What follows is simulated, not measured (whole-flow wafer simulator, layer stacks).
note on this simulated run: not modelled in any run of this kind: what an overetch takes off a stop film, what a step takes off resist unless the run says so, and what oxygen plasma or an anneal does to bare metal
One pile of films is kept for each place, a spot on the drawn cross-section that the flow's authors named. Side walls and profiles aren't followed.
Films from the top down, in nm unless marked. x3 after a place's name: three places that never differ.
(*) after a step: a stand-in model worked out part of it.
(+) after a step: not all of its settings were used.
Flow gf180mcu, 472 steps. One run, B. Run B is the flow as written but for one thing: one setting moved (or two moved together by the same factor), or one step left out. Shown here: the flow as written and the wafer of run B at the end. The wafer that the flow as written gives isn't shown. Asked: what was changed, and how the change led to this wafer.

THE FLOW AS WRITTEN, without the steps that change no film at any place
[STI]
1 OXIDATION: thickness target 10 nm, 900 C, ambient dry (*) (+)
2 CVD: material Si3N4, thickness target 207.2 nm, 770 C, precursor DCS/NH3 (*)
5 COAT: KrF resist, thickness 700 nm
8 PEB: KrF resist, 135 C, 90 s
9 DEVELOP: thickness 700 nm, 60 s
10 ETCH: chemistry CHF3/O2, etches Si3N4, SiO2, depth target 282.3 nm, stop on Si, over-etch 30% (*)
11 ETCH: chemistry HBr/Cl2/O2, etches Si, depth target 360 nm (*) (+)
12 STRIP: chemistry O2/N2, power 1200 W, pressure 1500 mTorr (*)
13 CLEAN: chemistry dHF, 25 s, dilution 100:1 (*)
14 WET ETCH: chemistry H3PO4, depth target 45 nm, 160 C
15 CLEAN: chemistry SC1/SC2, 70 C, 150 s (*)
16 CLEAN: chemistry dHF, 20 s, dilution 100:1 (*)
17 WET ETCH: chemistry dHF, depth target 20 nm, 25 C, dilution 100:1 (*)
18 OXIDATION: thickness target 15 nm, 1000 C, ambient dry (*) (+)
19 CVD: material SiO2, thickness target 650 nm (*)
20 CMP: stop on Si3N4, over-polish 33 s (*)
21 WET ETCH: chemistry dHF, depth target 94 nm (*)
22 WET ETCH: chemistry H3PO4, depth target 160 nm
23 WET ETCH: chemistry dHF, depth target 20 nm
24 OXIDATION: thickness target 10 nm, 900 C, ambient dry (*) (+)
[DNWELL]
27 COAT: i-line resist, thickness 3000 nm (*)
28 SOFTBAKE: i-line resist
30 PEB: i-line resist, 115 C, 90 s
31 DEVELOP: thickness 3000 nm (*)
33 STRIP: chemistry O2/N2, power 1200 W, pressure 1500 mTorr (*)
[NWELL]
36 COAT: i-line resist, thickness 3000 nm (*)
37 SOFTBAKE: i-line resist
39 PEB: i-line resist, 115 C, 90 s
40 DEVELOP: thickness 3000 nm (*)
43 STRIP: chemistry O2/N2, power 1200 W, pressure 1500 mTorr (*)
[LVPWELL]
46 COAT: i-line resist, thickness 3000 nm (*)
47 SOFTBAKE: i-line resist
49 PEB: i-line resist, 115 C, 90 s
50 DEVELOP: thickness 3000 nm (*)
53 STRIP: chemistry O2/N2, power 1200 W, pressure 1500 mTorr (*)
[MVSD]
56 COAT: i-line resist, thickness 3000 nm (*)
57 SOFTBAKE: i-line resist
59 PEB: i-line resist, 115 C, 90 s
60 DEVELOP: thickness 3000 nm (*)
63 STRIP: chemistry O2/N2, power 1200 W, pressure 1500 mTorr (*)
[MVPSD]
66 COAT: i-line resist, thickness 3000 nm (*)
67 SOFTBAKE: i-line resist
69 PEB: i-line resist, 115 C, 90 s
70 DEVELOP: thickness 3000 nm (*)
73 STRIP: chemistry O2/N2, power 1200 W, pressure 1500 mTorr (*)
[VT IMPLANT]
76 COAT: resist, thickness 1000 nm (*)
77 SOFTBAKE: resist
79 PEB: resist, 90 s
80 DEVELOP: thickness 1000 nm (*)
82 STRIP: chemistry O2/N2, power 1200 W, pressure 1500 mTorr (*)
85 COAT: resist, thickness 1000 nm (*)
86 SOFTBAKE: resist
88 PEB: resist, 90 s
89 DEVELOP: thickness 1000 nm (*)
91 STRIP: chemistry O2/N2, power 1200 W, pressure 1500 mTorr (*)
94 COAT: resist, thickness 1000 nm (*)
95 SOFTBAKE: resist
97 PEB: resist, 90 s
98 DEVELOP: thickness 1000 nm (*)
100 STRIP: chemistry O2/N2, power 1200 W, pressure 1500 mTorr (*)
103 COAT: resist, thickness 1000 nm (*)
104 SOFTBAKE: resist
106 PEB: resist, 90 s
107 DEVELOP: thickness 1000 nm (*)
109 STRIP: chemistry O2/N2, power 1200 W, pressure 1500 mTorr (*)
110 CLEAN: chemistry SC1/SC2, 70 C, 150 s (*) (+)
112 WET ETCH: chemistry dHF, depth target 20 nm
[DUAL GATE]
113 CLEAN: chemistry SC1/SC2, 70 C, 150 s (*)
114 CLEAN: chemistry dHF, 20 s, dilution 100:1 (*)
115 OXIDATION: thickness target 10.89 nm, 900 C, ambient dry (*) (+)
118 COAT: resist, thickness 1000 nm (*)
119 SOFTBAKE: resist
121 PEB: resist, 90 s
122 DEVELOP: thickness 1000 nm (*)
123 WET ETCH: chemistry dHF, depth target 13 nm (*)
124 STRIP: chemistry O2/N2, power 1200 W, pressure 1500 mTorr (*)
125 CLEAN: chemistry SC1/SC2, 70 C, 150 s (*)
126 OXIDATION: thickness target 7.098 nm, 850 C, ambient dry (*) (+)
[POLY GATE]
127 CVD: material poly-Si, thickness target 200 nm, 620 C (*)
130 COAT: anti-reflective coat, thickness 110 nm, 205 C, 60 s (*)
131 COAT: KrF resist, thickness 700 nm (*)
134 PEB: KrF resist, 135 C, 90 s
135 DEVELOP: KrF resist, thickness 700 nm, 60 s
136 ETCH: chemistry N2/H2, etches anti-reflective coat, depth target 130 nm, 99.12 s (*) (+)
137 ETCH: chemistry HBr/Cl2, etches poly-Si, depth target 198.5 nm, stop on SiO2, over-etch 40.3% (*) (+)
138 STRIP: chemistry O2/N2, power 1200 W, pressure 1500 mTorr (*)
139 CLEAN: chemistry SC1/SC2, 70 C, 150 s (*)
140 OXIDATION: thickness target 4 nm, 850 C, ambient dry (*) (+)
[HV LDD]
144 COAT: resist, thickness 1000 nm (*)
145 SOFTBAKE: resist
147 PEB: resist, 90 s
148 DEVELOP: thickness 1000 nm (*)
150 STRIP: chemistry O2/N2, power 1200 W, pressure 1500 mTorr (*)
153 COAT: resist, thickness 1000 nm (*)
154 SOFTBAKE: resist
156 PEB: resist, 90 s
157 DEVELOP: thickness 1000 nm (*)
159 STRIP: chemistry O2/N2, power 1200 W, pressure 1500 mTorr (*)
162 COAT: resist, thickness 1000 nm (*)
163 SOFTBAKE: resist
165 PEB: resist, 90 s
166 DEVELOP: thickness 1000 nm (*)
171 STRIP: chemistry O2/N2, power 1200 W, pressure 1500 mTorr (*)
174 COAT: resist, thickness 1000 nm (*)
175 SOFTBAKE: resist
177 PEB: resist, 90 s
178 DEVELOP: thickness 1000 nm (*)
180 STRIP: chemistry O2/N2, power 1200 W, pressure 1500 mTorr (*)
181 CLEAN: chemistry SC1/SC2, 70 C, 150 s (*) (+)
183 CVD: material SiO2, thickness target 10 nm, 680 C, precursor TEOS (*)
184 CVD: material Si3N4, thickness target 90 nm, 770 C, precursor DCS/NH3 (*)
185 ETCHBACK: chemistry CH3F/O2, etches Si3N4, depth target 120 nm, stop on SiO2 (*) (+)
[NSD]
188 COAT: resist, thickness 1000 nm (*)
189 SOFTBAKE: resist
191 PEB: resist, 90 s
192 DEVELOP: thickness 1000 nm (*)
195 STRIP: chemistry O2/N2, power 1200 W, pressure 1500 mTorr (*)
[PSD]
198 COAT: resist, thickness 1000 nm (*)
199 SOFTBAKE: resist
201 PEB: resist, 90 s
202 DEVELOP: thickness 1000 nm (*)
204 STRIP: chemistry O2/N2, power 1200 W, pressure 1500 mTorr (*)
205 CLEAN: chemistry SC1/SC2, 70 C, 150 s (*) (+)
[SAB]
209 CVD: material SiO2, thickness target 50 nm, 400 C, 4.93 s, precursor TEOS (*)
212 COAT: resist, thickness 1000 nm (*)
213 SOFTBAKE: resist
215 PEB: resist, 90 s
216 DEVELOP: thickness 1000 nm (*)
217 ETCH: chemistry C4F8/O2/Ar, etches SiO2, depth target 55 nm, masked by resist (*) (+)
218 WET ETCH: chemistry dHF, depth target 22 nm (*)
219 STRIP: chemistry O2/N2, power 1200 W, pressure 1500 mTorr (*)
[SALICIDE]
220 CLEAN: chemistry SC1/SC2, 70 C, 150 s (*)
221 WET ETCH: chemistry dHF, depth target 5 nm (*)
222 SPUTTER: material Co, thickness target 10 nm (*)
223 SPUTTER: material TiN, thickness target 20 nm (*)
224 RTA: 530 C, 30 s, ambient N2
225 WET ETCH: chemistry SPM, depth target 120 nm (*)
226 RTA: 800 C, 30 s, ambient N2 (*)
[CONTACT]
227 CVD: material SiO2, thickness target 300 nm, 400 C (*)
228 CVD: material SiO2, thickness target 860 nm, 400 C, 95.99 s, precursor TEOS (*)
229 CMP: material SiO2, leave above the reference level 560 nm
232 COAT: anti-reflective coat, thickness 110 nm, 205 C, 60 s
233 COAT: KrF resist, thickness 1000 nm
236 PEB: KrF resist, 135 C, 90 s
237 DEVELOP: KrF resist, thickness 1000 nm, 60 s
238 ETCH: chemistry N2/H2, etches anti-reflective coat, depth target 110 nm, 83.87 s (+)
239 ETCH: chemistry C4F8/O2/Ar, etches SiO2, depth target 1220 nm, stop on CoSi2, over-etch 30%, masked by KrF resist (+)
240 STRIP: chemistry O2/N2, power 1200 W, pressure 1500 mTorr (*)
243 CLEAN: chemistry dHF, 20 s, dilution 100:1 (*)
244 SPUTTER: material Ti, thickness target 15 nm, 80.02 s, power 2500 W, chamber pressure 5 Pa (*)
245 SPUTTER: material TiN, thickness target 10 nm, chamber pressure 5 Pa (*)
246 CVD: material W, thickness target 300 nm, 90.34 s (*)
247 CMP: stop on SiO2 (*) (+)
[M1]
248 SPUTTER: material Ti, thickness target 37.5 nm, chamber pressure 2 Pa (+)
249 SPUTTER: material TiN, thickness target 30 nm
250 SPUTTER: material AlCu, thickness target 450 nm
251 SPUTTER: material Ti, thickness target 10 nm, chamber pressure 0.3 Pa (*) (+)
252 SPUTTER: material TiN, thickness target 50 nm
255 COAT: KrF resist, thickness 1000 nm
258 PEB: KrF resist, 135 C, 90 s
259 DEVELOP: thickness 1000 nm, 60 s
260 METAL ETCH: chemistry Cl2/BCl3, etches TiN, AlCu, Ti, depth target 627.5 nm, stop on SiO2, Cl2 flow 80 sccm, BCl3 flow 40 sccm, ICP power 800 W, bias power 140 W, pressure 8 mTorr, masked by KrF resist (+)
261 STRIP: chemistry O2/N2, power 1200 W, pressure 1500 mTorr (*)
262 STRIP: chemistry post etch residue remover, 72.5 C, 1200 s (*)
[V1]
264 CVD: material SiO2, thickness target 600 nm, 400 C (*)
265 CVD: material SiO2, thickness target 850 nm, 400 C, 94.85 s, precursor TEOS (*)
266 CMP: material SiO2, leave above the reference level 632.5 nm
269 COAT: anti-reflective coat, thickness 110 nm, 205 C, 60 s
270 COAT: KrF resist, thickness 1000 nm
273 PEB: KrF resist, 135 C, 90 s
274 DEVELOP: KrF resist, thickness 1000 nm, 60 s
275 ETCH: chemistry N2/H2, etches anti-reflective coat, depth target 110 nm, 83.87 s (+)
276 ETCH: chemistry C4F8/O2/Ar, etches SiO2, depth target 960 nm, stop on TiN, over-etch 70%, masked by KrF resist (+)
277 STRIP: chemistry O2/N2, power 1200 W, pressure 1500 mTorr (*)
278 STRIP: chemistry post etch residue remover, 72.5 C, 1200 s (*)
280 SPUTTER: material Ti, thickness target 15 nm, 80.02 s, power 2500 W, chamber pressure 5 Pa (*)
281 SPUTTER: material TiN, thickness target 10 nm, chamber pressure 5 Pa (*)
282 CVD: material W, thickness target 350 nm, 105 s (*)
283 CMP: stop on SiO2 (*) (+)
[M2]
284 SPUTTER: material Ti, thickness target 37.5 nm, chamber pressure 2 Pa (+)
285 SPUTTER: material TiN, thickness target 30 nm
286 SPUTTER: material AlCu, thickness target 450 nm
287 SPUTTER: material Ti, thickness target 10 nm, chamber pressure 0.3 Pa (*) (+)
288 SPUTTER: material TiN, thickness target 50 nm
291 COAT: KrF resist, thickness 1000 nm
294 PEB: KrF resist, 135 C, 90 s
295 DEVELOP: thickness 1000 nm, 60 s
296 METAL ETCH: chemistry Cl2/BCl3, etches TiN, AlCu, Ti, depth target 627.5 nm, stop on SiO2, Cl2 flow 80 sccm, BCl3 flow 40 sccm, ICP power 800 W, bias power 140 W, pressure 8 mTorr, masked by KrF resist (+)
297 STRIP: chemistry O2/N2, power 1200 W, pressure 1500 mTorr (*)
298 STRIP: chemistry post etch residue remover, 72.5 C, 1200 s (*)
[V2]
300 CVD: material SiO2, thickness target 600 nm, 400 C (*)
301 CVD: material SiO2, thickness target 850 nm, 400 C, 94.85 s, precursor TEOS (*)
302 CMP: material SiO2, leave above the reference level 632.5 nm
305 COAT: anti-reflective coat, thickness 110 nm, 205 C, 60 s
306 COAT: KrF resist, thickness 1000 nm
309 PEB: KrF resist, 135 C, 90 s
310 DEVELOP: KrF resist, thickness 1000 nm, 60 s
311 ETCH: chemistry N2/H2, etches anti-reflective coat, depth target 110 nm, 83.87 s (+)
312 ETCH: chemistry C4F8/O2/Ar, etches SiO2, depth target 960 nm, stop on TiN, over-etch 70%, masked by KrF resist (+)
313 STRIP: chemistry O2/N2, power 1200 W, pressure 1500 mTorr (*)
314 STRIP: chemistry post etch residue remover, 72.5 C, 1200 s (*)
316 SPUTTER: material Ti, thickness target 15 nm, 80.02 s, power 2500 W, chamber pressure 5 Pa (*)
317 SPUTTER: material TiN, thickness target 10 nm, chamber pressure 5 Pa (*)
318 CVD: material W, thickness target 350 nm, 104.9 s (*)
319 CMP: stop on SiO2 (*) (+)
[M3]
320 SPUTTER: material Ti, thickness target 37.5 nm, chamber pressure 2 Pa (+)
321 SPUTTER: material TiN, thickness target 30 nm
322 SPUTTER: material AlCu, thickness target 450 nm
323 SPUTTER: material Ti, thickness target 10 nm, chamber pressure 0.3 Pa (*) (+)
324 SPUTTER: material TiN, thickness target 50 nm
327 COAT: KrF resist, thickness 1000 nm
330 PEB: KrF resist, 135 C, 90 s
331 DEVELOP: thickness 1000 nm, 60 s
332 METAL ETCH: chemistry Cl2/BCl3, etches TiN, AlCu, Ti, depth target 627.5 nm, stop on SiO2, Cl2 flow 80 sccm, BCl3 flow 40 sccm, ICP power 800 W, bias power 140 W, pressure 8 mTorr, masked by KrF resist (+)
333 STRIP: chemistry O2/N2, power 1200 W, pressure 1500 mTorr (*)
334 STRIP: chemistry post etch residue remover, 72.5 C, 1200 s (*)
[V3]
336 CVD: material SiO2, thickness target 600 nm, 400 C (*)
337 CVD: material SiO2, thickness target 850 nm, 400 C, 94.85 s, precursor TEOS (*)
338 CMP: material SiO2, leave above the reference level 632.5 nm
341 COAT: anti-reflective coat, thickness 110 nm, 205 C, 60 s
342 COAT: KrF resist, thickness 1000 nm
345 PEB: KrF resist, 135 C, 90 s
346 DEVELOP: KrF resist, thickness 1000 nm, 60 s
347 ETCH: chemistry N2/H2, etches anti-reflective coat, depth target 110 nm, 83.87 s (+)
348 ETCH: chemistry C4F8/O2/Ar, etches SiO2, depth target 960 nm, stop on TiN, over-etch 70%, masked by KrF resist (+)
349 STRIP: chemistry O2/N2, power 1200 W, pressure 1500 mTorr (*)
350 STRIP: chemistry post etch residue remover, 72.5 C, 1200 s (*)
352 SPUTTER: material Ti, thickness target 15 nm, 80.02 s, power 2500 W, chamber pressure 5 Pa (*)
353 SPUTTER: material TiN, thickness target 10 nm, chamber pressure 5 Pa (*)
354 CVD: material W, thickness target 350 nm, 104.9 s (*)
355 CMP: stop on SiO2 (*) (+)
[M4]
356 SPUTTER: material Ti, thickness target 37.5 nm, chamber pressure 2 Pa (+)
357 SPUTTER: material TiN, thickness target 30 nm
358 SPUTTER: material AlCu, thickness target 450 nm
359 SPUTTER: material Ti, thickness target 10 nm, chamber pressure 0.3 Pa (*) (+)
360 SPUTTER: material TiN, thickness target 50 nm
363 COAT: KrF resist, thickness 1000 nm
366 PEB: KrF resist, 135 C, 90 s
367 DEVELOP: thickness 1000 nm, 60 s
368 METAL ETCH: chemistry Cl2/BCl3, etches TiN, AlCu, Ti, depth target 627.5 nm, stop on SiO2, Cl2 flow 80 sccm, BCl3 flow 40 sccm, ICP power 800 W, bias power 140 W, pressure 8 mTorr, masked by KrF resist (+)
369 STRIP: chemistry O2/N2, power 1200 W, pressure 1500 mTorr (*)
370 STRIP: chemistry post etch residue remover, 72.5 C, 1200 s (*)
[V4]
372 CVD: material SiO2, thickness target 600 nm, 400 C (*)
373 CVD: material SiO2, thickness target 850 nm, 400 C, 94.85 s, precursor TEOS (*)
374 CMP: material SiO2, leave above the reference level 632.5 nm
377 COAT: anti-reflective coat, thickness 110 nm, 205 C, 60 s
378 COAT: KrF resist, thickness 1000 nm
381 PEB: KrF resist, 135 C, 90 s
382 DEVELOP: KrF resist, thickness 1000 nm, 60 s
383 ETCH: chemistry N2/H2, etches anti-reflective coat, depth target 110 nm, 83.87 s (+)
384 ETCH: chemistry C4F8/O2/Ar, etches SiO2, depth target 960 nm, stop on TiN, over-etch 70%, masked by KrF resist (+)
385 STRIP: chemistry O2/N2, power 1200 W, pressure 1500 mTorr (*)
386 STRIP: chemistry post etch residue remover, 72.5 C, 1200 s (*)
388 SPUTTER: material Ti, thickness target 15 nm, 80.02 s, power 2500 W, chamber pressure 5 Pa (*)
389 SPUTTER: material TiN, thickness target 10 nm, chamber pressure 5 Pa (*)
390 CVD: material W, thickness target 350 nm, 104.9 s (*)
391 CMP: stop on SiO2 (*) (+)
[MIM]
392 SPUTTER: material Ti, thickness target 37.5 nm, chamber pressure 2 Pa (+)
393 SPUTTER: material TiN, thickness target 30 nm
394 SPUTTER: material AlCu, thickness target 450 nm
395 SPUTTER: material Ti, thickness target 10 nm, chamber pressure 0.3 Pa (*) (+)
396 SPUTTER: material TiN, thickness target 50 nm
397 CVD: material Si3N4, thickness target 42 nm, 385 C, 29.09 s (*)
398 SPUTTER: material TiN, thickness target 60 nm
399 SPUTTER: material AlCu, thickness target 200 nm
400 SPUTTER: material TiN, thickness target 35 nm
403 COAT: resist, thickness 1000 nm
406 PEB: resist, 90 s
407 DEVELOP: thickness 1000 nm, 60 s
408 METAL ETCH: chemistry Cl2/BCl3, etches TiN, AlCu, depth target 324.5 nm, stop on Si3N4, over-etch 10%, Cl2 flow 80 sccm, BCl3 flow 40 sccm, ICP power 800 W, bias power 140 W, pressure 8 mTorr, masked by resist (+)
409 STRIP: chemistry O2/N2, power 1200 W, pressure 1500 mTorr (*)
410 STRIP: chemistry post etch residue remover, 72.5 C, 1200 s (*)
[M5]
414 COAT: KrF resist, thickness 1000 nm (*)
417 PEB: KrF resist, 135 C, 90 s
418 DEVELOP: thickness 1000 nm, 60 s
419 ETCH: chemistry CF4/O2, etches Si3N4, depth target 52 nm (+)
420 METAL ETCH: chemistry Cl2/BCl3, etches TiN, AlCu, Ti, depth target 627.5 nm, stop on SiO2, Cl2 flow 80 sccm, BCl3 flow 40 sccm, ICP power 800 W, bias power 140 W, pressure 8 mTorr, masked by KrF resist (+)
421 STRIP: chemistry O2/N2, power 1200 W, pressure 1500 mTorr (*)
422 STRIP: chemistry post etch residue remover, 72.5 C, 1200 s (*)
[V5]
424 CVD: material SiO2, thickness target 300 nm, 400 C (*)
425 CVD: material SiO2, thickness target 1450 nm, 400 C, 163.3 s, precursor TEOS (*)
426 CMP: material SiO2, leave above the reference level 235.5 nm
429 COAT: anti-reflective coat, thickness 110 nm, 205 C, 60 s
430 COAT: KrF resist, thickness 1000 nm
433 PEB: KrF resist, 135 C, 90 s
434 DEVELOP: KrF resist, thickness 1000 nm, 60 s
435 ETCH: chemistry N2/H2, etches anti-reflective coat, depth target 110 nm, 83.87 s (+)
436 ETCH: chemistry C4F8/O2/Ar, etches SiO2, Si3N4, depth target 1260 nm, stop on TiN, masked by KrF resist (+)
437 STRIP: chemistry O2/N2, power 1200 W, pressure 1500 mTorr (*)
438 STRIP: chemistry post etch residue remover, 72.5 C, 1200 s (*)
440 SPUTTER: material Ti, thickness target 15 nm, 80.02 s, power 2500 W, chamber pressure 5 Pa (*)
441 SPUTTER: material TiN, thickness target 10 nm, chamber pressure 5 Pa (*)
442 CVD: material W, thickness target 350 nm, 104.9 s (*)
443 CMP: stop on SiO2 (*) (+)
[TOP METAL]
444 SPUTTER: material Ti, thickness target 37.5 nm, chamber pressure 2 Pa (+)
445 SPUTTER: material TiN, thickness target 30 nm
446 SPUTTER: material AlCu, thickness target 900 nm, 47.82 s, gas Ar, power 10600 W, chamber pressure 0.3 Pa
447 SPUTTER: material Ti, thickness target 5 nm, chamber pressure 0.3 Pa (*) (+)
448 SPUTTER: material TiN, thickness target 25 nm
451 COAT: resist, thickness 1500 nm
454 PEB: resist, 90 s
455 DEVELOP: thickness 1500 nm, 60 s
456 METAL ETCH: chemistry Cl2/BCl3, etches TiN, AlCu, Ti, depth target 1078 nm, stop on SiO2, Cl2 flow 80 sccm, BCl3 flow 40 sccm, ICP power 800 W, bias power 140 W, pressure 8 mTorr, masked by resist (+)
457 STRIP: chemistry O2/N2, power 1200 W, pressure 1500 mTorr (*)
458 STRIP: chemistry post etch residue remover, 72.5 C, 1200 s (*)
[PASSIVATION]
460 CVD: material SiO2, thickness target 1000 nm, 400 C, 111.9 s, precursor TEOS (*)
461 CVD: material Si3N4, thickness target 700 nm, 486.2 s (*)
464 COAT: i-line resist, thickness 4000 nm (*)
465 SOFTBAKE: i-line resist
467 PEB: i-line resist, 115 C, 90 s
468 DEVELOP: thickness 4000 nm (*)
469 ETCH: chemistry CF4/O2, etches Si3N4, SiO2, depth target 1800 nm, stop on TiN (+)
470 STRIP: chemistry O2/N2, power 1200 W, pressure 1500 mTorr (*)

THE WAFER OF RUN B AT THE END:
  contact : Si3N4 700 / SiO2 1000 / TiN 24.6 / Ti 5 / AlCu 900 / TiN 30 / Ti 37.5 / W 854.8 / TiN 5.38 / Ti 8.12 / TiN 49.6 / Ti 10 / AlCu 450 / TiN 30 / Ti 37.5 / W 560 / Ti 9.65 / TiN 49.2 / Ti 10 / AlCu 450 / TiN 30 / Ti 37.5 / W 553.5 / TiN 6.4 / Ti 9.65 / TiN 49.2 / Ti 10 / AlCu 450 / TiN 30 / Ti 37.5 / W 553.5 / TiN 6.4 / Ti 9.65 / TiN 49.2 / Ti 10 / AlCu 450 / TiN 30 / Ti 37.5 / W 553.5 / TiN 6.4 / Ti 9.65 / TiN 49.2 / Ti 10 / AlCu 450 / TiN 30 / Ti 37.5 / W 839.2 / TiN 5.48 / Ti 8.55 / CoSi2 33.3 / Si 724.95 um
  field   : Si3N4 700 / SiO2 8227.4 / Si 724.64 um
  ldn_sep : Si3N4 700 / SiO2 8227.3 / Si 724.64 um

The cause: step 389, SPUTTER: material TiN, thickness target 10 nm, chamber pressure 5 Pa (*), was left out.

How the change led to this, step by step:
  391 CMP: stop on SiO2 (*) (+)
      field, field__w1, field__w2 and 107 more: W -350 (all of it), Ti -15 (all of it), SiO2 -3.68 (as written it would be: W -350 (all of it), TiN -10 (all of it), Ti -15 (all of it), SiO2 -3.78)
      contact: W -368.7 (as written it would be: W -378.8)
